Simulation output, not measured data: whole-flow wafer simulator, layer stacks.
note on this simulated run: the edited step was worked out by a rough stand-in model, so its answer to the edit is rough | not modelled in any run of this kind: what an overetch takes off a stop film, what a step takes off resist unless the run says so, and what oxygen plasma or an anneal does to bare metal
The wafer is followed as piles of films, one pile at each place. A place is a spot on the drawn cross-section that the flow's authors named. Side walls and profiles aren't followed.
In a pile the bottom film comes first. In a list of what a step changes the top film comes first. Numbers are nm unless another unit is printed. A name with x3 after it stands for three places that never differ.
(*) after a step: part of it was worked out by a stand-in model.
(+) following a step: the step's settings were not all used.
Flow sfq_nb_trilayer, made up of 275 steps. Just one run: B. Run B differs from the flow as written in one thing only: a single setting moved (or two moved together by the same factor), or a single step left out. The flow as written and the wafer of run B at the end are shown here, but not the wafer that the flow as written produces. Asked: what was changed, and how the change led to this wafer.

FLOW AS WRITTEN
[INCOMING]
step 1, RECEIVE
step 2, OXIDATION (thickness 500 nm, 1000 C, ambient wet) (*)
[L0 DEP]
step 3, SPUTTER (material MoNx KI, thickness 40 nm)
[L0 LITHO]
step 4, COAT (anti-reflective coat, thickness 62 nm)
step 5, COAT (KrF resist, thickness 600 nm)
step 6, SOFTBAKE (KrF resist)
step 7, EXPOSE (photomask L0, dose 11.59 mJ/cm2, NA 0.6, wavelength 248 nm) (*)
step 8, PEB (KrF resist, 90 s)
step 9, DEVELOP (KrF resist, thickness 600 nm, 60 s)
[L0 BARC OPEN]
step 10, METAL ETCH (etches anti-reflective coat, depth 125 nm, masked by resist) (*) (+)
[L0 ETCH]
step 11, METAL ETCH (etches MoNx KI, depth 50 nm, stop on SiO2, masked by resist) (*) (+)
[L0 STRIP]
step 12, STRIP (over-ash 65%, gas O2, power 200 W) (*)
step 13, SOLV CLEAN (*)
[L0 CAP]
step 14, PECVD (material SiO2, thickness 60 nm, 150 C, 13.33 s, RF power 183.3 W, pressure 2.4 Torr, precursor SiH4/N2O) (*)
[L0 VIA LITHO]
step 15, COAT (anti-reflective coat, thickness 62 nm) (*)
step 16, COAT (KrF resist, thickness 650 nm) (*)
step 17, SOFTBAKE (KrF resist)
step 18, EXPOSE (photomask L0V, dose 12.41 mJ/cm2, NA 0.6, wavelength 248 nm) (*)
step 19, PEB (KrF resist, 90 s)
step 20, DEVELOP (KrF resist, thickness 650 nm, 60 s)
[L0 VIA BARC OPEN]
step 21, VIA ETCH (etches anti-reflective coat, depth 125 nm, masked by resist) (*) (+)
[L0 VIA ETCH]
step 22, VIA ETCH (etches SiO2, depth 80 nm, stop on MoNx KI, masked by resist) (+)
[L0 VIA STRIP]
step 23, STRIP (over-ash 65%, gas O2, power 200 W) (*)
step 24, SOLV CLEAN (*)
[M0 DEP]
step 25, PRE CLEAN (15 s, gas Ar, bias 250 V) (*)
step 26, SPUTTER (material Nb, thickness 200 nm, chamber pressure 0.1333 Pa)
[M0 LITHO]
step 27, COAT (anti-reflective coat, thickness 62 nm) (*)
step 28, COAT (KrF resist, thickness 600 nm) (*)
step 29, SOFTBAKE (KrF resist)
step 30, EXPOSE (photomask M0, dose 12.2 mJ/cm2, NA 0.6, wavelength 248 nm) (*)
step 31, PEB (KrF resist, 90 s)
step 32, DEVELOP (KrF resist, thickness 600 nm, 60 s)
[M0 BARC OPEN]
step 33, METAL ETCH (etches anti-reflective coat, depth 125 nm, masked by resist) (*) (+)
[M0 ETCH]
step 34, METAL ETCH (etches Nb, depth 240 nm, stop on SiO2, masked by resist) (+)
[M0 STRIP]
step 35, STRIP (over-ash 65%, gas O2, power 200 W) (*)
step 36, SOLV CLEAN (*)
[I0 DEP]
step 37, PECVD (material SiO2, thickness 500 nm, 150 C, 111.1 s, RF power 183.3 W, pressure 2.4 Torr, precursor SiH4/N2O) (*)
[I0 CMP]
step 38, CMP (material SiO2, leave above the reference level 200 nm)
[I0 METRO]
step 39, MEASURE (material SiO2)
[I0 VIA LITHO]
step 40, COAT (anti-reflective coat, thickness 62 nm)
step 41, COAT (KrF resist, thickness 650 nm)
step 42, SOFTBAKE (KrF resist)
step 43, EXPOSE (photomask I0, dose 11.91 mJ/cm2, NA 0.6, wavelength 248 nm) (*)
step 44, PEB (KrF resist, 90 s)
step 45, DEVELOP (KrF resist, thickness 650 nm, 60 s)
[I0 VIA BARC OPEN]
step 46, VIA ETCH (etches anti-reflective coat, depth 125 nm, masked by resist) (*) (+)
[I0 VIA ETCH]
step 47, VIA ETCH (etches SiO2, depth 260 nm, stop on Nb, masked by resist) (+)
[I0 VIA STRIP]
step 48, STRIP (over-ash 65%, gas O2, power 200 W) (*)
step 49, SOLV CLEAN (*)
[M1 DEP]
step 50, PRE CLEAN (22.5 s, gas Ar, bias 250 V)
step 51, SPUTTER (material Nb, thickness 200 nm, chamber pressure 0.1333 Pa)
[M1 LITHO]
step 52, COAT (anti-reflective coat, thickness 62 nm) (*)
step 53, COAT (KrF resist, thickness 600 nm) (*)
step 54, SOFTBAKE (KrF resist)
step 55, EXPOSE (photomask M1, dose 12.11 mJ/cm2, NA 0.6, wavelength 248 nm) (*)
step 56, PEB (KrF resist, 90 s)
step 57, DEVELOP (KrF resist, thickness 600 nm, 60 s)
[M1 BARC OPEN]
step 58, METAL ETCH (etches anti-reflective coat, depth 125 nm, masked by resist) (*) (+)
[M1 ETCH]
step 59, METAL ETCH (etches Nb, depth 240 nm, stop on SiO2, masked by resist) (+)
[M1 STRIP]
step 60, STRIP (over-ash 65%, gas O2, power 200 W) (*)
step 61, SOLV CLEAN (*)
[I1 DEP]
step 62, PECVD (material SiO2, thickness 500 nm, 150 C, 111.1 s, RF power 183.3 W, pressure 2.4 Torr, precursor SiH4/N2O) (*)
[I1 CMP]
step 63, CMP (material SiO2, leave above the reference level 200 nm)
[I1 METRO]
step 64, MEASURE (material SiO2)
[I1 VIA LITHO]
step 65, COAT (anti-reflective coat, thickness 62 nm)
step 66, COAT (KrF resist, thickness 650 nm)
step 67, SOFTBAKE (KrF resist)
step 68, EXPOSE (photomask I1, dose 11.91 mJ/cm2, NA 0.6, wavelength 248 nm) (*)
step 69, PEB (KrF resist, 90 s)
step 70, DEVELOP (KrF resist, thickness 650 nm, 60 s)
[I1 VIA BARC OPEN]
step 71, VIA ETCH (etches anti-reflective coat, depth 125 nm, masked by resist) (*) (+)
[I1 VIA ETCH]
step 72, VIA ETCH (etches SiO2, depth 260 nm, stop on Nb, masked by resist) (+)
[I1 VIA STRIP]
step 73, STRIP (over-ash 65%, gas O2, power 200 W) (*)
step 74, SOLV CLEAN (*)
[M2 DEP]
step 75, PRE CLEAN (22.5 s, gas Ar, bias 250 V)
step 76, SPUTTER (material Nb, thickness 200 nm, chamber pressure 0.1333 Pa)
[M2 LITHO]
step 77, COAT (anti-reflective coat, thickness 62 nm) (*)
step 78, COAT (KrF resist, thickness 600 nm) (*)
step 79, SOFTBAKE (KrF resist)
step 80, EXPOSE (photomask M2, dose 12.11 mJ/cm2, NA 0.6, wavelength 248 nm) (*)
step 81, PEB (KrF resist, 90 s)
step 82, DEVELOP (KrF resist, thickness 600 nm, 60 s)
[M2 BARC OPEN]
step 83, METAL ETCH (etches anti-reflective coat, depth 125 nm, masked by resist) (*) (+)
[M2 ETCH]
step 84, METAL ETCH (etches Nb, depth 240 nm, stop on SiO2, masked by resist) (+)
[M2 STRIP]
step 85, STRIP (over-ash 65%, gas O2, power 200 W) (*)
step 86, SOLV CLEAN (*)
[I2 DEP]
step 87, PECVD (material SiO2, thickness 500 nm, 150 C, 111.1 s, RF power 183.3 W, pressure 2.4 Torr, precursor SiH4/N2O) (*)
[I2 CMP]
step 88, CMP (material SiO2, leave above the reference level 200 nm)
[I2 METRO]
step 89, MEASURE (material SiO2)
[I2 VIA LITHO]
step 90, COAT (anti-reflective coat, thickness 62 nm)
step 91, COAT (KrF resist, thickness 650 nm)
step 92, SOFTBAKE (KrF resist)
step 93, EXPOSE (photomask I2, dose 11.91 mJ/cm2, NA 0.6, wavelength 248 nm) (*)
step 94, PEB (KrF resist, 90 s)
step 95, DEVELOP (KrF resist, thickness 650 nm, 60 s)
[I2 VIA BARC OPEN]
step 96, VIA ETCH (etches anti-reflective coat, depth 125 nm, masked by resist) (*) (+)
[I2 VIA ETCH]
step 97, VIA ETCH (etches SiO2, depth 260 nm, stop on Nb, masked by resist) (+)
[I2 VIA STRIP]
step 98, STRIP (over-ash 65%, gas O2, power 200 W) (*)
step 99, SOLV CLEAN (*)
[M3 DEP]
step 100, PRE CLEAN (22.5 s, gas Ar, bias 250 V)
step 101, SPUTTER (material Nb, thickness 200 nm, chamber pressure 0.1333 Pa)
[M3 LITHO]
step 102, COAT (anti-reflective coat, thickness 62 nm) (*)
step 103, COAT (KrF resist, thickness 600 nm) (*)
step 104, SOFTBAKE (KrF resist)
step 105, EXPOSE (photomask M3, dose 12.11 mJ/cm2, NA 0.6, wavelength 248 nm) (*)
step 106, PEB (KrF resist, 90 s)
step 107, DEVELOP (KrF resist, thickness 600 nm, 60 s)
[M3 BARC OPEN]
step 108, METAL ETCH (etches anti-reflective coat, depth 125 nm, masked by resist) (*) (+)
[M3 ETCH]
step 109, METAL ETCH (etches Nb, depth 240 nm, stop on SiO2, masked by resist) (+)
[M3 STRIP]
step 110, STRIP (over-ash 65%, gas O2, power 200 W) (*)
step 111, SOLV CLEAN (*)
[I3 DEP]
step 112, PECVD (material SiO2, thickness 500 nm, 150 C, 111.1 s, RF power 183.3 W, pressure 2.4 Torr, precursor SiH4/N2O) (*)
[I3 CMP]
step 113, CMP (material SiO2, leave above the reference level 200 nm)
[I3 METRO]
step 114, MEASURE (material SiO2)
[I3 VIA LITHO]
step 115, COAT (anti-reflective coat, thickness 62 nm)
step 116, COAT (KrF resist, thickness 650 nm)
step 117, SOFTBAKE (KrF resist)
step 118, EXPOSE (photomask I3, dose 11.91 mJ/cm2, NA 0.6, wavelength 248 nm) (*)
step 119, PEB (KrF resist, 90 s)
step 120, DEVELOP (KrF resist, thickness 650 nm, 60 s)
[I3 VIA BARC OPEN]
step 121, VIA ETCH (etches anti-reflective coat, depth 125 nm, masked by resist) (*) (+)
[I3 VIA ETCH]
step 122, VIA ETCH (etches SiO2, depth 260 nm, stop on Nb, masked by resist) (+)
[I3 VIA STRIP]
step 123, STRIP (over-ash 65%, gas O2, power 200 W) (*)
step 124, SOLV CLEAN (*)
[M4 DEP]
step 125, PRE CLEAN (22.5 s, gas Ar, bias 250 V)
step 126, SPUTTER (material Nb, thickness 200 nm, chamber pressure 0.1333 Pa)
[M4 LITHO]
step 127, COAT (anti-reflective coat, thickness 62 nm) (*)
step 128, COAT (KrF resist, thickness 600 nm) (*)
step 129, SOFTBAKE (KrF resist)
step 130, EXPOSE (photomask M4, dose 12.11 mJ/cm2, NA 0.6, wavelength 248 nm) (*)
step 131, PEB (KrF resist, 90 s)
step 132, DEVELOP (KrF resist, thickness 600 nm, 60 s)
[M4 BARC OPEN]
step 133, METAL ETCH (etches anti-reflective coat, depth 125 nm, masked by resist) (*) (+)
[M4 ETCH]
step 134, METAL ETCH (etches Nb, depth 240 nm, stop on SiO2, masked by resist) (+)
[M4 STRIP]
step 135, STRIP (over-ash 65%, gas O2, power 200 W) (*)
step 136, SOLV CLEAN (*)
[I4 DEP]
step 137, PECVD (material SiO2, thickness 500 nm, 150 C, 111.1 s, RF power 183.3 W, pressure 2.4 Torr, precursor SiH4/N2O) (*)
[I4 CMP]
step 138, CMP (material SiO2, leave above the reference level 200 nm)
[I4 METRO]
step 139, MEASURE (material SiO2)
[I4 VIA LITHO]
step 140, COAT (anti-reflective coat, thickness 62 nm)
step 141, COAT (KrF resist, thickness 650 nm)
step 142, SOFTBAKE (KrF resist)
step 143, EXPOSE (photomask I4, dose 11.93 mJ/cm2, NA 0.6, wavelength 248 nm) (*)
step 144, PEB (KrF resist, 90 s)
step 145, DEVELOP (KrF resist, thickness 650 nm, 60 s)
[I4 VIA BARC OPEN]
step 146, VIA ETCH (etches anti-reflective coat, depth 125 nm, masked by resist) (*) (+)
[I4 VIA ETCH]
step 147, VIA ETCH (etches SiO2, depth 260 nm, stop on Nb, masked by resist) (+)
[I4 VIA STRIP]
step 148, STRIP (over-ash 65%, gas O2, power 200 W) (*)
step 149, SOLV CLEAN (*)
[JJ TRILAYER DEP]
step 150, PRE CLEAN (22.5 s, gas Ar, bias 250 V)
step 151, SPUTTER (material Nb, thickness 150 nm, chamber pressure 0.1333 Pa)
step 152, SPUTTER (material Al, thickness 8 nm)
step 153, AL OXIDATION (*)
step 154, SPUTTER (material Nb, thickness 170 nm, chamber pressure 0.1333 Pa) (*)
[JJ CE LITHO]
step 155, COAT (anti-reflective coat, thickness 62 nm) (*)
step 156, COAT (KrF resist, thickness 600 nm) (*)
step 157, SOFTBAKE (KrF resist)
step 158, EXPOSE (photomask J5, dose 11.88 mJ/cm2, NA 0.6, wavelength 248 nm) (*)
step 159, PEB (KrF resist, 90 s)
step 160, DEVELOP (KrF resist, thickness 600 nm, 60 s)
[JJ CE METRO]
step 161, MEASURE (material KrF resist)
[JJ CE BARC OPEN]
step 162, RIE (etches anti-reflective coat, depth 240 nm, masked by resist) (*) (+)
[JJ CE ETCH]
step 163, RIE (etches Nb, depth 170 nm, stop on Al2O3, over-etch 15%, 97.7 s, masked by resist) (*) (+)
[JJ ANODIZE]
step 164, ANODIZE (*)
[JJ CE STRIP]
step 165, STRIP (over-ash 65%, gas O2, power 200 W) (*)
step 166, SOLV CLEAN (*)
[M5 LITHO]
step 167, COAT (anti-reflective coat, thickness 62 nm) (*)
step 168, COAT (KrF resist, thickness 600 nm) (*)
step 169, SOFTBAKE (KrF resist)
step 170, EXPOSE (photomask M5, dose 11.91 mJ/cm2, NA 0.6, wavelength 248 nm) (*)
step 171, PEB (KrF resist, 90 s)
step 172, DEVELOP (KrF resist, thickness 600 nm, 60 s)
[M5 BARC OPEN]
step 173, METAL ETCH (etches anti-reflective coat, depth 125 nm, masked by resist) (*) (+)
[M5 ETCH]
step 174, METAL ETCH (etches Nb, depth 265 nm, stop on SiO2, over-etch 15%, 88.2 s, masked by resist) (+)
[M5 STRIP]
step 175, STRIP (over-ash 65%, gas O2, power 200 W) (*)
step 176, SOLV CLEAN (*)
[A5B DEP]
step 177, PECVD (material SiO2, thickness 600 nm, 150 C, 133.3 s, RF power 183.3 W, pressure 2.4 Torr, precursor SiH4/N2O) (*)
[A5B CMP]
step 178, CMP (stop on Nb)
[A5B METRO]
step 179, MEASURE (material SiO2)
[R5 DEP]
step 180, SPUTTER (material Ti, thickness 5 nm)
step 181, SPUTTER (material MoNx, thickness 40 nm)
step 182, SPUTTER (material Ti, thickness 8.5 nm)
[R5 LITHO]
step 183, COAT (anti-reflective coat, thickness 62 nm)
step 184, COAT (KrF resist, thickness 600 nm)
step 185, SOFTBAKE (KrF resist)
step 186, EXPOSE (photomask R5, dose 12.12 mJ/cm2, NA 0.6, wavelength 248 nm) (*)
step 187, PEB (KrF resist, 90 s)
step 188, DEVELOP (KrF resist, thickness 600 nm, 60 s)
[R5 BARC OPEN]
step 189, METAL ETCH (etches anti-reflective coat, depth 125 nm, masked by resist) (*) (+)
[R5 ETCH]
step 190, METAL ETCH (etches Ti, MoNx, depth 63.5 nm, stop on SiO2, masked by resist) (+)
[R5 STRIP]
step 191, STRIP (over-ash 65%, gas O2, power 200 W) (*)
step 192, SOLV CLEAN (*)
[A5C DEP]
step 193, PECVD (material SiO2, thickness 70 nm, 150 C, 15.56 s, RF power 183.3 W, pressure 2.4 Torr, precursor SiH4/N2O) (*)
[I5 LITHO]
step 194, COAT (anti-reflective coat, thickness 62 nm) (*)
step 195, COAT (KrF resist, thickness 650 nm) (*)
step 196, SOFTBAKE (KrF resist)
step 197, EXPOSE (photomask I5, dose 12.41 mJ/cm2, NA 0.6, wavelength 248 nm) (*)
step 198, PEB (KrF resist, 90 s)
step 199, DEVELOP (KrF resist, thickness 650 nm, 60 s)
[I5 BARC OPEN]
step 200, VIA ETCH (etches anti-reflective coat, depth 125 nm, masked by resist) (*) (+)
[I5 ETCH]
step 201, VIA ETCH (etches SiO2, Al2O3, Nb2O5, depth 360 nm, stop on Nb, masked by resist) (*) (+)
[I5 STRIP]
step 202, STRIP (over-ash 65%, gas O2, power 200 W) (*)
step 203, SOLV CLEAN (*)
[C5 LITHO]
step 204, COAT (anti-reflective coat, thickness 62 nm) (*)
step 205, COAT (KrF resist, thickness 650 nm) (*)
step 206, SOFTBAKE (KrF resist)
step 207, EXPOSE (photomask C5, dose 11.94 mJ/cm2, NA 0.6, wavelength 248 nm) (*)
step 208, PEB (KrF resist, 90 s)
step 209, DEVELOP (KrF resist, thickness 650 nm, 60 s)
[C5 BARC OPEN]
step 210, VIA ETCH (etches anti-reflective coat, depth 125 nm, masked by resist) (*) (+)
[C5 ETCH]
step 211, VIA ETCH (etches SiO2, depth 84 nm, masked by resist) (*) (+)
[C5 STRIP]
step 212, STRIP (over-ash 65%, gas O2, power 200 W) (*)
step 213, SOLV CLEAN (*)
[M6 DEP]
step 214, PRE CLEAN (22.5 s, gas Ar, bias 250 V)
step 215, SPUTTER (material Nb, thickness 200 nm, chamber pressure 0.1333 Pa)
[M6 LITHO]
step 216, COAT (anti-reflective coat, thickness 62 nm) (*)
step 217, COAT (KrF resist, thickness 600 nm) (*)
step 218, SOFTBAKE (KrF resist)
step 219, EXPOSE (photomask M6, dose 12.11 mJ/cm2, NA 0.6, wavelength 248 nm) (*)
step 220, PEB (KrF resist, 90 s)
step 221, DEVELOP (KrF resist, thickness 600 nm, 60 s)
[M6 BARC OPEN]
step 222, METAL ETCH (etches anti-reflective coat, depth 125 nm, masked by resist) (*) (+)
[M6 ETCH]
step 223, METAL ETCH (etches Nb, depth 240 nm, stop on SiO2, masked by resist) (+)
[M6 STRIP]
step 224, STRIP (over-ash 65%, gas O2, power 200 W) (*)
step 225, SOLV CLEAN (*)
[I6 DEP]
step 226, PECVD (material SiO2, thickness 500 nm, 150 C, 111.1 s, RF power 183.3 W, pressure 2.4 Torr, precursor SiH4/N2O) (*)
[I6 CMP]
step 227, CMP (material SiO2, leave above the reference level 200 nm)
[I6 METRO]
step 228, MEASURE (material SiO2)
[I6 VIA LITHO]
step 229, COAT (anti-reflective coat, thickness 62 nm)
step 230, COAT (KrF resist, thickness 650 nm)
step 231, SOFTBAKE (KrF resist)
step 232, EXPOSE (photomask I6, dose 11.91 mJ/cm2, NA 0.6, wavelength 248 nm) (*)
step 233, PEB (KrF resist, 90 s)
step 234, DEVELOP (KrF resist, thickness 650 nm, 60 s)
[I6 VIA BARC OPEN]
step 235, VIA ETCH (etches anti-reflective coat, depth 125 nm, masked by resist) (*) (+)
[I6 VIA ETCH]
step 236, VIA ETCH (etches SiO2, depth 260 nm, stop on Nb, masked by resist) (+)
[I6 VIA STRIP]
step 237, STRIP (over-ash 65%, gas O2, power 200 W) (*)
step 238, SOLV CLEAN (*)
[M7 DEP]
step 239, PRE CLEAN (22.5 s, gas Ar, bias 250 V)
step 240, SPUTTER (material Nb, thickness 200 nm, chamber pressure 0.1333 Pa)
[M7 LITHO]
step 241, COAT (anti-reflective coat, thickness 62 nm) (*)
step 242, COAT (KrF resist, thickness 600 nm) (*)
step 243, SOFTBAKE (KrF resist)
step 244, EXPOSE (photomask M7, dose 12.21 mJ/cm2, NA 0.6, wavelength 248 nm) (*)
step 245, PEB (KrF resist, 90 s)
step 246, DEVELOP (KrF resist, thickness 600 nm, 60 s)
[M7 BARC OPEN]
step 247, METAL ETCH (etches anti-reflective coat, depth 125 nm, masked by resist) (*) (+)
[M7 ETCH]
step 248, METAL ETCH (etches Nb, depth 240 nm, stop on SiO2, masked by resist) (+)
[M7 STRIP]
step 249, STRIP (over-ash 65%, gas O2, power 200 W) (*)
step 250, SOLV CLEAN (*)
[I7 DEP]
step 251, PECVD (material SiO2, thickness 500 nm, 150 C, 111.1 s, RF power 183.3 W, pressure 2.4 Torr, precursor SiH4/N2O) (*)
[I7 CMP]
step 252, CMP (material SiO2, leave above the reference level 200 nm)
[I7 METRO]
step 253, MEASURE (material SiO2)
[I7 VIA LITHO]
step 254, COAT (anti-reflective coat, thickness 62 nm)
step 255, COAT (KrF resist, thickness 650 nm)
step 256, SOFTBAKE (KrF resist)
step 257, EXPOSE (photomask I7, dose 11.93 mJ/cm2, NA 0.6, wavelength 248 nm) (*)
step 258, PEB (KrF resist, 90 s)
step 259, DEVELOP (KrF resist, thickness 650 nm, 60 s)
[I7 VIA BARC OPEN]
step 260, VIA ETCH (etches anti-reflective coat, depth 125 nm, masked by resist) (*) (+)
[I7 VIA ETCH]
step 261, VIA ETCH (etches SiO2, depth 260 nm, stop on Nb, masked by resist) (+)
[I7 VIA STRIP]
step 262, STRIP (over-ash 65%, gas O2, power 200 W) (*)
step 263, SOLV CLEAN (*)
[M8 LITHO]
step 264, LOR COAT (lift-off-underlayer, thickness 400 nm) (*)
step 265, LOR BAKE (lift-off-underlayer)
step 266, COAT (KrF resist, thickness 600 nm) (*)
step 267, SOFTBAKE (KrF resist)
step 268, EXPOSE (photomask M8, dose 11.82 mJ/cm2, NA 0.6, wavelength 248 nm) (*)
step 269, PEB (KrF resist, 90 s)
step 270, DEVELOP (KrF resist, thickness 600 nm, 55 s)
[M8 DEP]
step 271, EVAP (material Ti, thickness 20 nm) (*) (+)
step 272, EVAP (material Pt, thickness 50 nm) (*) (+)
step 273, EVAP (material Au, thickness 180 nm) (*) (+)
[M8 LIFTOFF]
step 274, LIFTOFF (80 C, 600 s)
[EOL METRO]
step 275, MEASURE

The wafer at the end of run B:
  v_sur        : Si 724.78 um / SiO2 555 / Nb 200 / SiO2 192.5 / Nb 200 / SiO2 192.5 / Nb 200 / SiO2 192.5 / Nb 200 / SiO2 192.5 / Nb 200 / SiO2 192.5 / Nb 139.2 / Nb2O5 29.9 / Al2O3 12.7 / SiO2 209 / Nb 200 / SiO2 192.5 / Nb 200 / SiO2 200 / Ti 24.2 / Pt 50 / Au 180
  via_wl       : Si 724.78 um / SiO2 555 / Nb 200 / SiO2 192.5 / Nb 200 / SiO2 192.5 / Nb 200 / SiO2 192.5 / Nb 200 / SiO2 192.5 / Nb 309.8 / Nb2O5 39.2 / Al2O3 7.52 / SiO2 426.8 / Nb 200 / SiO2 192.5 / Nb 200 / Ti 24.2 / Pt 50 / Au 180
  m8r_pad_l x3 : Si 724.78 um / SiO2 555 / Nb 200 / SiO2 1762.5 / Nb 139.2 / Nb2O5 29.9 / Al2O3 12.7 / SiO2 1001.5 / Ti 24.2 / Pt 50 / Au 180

What caused this: step 271, EVAP: thickness 24.2 nm was run, while the flow as written has thickness 20 nm.
The wafer itself shows it: v_sur has Ti 24.2, and step 271 as written asks for 20 nm.

Step by step, how the change led to this:
  step 271, EVAP (material Ti, thickness 20 nm) (*) (+)
      field_l, v_sur, via_wl and 103 more: +24.2 Ti (new film) (it would be, as written: +20 Ti (new film))
  step 274, LIFTOFF (80 C, 600 s)
      p4_fl x3, p4_w1 x9, p4_g1 x2 and 60 more: -180 Au (all of it), -50 Pt (all of it), -24.2 Ti (all of it), -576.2 KrF resist (all of it), -400 lift-off-underlayer (all of it) (it would be, as written: -180 Au (all of it), -50 Pt (all of it), -20 Ti (all of it), -576.2 KrF resist (all of it), -400 lift-off-underlayer (all of it))
      c5j, ce_r: -180 Au (all of it), -50 Pt (all of it), -24.2 Ti (all of it), -573.3 KrF resist (all of it), -399.3 lift-off-underlayer (all of it) (it would be, as written: -180 Au (all of it), -50 Pt (all of it), -20 Ti (all of it), -573.3 KrF resist (all of it), -399.3 lift-off-underlayer (all of it))
      (also at 19 further places)
